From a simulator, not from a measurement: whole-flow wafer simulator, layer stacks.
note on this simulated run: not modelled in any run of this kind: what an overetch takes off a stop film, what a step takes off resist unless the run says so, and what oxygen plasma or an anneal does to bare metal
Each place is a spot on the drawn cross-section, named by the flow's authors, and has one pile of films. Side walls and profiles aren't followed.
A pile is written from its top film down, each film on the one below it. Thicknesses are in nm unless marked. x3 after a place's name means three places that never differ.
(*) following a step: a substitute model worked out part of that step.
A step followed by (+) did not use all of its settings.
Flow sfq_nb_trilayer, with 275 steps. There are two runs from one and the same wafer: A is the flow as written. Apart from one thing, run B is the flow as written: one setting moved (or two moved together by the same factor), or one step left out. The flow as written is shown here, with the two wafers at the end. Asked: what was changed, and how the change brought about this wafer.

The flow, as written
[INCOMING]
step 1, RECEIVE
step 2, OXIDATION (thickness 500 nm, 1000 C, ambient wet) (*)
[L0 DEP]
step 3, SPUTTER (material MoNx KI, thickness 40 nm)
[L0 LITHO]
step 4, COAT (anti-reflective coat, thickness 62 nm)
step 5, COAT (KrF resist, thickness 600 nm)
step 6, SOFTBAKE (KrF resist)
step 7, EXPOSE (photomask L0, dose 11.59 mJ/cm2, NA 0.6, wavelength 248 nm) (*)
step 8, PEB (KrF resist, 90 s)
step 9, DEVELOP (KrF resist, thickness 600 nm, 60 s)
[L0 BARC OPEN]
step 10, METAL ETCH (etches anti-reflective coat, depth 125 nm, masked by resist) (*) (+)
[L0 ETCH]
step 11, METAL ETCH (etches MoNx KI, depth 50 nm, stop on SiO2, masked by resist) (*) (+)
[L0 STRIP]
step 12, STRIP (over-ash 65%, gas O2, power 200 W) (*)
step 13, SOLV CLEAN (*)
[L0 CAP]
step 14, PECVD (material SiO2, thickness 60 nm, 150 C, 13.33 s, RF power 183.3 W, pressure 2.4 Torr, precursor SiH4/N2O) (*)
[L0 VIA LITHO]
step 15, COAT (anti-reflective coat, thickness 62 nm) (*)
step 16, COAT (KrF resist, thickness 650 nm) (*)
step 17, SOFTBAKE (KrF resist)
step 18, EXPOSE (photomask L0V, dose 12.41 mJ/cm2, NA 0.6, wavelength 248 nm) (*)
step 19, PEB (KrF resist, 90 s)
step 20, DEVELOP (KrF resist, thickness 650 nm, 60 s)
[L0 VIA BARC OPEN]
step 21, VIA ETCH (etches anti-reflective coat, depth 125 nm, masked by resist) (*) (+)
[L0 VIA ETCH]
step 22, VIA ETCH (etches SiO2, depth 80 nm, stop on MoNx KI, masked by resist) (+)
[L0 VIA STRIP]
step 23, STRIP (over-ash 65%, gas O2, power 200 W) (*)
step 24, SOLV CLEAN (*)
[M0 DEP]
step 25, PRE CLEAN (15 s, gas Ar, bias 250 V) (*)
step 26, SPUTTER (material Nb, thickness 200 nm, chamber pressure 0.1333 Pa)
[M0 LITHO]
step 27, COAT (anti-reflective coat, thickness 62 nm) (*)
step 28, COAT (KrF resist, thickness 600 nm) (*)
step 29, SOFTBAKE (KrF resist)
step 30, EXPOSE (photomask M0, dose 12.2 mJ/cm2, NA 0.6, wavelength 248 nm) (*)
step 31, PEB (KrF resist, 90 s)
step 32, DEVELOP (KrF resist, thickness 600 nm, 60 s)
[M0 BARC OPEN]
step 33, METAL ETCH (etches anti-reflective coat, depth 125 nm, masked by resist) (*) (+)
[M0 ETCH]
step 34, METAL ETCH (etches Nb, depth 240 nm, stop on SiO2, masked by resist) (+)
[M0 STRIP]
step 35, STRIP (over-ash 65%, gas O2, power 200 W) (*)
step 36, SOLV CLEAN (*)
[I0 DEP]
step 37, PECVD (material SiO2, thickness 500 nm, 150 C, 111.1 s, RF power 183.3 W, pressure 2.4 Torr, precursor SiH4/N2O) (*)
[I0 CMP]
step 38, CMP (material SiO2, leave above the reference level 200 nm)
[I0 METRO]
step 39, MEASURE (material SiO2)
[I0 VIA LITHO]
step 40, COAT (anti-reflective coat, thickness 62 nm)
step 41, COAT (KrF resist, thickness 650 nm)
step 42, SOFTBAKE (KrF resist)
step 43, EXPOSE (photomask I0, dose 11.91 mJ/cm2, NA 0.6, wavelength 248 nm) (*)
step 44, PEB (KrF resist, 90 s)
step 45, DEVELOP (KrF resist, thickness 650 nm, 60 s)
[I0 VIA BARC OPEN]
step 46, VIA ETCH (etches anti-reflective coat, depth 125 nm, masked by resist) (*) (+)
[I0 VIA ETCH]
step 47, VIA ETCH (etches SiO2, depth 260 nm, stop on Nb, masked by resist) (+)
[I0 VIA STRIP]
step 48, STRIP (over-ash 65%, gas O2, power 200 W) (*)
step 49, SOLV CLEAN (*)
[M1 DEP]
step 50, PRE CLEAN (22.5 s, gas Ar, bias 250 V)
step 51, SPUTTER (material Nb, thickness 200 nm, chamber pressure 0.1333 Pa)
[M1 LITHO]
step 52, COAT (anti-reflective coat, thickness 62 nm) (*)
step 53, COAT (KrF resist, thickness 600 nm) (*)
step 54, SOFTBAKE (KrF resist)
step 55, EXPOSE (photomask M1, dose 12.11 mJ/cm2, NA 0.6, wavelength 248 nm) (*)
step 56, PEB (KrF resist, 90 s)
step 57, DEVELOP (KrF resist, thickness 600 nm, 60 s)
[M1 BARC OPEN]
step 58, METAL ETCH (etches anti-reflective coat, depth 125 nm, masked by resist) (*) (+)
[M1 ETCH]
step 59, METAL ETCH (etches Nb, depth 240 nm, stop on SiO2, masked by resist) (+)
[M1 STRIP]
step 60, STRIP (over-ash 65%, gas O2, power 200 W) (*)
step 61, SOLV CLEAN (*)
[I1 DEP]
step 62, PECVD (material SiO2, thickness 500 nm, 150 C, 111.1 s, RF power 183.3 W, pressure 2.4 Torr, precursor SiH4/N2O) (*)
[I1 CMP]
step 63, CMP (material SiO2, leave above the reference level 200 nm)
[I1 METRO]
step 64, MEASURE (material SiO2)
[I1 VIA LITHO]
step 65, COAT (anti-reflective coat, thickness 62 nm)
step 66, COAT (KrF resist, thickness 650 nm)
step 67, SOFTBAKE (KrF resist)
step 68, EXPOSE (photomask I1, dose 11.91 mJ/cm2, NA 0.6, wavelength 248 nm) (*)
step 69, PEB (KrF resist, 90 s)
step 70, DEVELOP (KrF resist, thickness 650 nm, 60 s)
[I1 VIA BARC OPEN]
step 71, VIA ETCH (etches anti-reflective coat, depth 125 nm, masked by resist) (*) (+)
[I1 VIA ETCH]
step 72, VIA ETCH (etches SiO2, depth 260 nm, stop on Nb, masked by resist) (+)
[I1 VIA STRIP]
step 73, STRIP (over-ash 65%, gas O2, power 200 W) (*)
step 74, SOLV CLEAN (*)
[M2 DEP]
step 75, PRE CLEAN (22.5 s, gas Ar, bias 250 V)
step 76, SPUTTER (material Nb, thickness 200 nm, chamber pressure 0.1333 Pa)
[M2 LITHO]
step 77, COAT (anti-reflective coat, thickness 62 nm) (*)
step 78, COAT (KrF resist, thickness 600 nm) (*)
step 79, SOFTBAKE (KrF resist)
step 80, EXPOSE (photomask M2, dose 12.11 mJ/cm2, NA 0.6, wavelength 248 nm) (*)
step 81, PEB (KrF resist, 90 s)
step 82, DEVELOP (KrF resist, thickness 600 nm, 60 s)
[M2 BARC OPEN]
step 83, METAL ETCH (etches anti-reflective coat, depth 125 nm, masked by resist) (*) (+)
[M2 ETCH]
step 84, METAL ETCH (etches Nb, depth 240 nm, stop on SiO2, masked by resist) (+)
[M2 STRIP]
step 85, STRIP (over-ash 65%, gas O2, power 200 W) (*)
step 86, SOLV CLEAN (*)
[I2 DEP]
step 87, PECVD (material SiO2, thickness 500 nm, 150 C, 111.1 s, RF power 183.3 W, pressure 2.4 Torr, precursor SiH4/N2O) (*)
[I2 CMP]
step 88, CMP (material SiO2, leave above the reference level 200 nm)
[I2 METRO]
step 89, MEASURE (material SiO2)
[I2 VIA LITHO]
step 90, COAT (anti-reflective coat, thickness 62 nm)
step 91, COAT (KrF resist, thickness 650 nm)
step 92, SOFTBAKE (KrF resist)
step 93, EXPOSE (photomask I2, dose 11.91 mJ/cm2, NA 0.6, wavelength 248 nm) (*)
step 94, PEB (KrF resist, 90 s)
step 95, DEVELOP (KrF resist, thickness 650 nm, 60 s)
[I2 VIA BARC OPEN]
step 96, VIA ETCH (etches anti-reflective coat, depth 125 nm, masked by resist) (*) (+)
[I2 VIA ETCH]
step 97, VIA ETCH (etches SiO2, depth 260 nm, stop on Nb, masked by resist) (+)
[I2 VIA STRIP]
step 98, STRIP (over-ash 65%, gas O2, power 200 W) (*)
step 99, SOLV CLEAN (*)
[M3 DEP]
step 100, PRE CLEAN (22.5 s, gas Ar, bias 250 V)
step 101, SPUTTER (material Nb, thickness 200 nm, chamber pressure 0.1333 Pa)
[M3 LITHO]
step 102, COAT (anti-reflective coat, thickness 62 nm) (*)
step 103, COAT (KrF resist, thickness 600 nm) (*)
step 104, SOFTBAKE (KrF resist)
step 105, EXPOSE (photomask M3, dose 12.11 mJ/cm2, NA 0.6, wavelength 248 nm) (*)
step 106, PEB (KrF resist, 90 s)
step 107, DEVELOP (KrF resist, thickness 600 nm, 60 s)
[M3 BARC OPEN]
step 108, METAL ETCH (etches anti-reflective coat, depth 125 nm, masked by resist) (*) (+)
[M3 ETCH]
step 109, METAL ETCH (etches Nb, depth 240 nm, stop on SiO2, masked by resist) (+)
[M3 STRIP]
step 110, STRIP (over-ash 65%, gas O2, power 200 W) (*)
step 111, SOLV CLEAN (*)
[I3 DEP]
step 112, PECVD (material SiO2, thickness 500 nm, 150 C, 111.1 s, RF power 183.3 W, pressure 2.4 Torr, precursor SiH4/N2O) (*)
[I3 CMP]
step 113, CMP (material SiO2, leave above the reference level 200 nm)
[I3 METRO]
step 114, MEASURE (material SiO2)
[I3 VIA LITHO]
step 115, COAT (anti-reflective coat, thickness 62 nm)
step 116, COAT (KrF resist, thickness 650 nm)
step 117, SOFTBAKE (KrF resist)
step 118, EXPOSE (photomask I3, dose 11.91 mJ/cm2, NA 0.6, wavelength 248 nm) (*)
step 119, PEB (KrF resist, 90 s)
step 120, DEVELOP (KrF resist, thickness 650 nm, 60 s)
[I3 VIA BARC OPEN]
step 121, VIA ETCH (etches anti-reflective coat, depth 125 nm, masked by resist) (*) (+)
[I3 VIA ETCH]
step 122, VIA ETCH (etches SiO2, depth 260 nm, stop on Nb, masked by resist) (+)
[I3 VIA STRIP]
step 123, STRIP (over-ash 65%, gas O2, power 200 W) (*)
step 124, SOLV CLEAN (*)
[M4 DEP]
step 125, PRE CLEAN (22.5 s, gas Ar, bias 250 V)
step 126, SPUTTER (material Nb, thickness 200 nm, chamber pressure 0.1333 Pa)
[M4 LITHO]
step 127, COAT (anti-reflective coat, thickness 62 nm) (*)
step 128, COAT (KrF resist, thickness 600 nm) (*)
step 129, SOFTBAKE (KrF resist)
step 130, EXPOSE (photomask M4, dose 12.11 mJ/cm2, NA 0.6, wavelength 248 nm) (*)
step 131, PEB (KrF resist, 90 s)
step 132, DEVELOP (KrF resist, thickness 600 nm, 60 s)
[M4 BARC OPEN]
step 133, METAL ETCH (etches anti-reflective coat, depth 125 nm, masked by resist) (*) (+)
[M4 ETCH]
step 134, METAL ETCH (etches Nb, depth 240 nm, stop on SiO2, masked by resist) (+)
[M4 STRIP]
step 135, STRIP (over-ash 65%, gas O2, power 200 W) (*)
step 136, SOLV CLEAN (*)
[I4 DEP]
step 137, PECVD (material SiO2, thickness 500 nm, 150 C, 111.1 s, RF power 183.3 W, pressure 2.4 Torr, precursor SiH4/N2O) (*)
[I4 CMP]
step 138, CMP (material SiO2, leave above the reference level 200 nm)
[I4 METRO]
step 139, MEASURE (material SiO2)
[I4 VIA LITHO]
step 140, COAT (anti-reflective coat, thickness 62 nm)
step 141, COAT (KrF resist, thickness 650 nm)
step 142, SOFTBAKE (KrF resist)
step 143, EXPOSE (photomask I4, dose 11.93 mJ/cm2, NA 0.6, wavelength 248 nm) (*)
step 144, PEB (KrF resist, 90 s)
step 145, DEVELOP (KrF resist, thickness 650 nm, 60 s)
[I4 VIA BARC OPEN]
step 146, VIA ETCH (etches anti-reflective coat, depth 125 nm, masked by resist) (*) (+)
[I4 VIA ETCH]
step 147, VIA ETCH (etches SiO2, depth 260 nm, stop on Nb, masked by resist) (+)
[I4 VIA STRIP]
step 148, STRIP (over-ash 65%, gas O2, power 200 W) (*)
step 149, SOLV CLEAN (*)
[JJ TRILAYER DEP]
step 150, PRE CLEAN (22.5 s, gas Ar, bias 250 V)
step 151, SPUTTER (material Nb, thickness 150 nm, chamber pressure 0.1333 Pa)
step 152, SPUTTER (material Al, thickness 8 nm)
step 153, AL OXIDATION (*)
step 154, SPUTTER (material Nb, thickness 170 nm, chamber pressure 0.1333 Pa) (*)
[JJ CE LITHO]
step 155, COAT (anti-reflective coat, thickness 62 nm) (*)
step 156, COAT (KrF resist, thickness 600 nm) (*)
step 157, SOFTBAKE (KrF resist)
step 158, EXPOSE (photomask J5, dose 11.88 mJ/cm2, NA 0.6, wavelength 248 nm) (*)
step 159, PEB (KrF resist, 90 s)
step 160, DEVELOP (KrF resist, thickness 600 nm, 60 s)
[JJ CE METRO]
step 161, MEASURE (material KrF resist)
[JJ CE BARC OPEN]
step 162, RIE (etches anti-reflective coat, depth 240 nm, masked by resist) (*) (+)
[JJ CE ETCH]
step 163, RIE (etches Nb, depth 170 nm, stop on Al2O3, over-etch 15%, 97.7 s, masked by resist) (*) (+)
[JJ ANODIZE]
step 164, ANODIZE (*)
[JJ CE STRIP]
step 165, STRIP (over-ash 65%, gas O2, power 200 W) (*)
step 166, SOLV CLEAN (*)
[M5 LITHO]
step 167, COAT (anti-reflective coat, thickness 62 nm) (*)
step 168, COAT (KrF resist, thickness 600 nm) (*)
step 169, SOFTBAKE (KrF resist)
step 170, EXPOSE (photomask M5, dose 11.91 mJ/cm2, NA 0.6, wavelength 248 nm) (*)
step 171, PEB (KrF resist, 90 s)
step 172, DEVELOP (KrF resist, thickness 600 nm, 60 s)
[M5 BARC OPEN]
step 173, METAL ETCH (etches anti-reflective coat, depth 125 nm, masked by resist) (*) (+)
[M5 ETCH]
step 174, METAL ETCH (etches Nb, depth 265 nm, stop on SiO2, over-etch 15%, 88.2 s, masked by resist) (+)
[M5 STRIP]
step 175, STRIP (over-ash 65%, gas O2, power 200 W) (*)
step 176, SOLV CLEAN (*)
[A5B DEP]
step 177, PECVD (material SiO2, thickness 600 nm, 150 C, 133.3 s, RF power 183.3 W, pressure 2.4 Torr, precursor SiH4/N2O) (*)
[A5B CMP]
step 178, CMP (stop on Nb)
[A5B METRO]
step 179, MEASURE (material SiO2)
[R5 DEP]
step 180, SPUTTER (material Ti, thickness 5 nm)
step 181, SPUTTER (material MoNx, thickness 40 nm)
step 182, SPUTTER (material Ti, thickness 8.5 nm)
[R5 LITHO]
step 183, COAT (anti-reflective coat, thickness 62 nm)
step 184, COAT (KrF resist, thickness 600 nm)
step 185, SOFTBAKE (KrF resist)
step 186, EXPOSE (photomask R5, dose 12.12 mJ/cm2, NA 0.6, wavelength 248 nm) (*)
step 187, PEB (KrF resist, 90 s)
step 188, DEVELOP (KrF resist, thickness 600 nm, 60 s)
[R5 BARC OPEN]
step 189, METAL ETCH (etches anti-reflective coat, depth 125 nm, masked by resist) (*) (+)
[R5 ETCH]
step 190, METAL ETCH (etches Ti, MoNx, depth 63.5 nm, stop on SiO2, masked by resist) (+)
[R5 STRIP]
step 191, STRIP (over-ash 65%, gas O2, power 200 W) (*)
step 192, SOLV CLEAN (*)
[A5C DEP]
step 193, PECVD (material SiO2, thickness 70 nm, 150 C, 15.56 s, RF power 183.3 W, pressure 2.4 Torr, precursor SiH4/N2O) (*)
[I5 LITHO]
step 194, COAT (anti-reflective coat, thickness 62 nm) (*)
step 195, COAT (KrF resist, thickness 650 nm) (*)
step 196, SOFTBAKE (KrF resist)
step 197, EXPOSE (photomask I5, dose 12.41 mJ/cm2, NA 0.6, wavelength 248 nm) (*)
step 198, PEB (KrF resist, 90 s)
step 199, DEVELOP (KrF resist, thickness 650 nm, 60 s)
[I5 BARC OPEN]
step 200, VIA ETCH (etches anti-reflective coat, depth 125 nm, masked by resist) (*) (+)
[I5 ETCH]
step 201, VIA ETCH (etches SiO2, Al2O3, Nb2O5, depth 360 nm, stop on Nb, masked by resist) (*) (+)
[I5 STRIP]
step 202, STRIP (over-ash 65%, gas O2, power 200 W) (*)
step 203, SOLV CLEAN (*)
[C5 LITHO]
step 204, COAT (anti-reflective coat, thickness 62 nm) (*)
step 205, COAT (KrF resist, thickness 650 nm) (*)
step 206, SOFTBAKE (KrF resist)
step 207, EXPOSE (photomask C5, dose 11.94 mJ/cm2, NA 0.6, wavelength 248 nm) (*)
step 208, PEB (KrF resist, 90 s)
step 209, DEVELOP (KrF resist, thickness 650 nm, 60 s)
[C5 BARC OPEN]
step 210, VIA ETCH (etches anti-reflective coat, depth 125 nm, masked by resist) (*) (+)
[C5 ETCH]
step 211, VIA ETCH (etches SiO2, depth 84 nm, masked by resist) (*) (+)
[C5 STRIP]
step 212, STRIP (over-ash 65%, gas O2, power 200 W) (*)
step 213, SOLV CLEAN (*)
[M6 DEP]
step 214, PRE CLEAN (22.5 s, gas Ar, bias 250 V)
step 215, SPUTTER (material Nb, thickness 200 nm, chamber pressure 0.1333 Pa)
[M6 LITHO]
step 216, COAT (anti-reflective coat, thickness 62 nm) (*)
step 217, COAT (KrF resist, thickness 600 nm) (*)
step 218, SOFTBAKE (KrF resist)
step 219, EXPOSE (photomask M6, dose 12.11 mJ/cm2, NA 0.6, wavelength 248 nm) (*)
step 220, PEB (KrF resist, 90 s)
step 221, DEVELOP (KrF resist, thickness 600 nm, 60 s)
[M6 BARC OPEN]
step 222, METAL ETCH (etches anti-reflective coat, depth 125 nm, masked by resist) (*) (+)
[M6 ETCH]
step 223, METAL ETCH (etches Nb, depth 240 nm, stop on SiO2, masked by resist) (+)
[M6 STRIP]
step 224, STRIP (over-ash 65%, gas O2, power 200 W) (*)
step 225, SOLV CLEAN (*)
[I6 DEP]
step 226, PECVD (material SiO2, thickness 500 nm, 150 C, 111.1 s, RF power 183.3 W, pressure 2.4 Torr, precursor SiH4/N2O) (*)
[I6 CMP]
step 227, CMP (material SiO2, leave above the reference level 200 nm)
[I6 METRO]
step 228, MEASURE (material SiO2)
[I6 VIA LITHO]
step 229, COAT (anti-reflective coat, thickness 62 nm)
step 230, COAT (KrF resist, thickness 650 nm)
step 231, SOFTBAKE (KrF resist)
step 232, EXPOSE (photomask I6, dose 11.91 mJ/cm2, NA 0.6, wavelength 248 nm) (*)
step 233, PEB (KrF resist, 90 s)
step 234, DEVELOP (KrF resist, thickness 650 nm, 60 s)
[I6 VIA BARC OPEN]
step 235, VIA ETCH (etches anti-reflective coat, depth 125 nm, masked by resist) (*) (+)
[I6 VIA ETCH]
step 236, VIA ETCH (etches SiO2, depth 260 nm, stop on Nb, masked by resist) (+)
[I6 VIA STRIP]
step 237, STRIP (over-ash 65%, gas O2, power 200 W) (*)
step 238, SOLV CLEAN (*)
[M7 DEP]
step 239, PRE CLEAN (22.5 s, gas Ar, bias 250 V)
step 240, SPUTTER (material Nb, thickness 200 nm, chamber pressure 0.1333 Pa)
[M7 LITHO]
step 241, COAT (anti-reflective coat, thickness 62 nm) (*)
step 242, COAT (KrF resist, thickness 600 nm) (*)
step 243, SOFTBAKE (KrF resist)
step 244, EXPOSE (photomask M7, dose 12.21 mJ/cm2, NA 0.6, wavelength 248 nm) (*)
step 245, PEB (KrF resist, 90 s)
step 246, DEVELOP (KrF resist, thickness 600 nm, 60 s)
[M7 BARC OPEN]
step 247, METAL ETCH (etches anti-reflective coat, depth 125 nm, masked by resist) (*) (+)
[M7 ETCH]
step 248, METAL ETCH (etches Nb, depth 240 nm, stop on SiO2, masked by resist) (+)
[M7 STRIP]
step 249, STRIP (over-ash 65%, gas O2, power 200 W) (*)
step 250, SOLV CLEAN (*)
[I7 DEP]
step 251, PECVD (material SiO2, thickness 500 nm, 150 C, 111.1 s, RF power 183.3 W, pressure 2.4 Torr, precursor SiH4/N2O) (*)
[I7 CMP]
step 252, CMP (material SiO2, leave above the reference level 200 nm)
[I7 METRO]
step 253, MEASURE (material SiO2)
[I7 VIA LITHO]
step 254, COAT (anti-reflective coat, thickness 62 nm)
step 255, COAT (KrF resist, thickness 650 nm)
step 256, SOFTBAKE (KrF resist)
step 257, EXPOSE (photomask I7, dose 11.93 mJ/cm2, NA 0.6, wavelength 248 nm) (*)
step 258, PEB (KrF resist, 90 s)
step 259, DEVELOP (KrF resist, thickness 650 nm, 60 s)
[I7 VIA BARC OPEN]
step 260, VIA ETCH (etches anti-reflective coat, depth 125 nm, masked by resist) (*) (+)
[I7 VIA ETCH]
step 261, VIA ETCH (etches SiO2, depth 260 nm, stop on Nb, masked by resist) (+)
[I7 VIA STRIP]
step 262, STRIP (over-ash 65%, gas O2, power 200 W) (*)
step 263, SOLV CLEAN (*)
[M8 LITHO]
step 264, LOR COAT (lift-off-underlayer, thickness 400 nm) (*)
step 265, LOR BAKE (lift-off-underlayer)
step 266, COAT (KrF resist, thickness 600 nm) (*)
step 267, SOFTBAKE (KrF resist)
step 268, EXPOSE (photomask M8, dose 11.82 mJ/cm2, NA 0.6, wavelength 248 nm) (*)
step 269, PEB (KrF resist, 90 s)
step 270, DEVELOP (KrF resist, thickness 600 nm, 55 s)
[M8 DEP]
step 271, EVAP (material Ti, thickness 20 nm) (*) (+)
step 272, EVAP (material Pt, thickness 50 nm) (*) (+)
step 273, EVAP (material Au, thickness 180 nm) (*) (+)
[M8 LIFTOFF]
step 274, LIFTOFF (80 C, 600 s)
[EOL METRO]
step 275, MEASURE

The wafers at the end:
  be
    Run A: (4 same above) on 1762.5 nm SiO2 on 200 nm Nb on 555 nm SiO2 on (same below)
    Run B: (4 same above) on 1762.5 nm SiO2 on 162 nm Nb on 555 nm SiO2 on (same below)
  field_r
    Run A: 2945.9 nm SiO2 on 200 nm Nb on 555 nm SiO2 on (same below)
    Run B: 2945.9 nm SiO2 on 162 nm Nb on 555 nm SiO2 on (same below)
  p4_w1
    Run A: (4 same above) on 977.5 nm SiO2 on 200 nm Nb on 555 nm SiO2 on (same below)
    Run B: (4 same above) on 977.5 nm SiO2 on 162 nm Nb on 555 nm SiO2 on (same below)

The reason: step 26, SPUTTER: thickness 162 nm was run, whereas the flow has thickness 200 nm.
The wafer itself shows it: be has Nb 162, and step 26 as written asks for 200 nm.

Step by step, how the change led to this:
  step 26, SPUTTER (material Nb, thickness 200 nm, chamber pressure 0.1333 Pa)
      field_l, v_sur, via_wl and 102 more: A Nb gains 200 (new film) | B Nb gains 162 (new film)
      l0v: A Nb gains 195.7 (new film) | B Nb gains 157.8 (new film)
  step 34, METAL ETCH (etches Nb, depth 240 nm, stop on SiO2, masked by resist) (+)
      moat, m0r_space_l, m0r_space_r: A Nb loses 200 (all of it) | B Nb loses 162 (all of it)
  step 37, PECVD (material SiO2, thickness 500 nm, 150 C, 111.1 s, RF power 183.3 W, pressure 2.4 Torr, precursor SiH4/N2O) (*)
      moat, m0r_space_l, m0r_space_r: A SiO2 gains 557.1 | B SiO2 gains 519.1
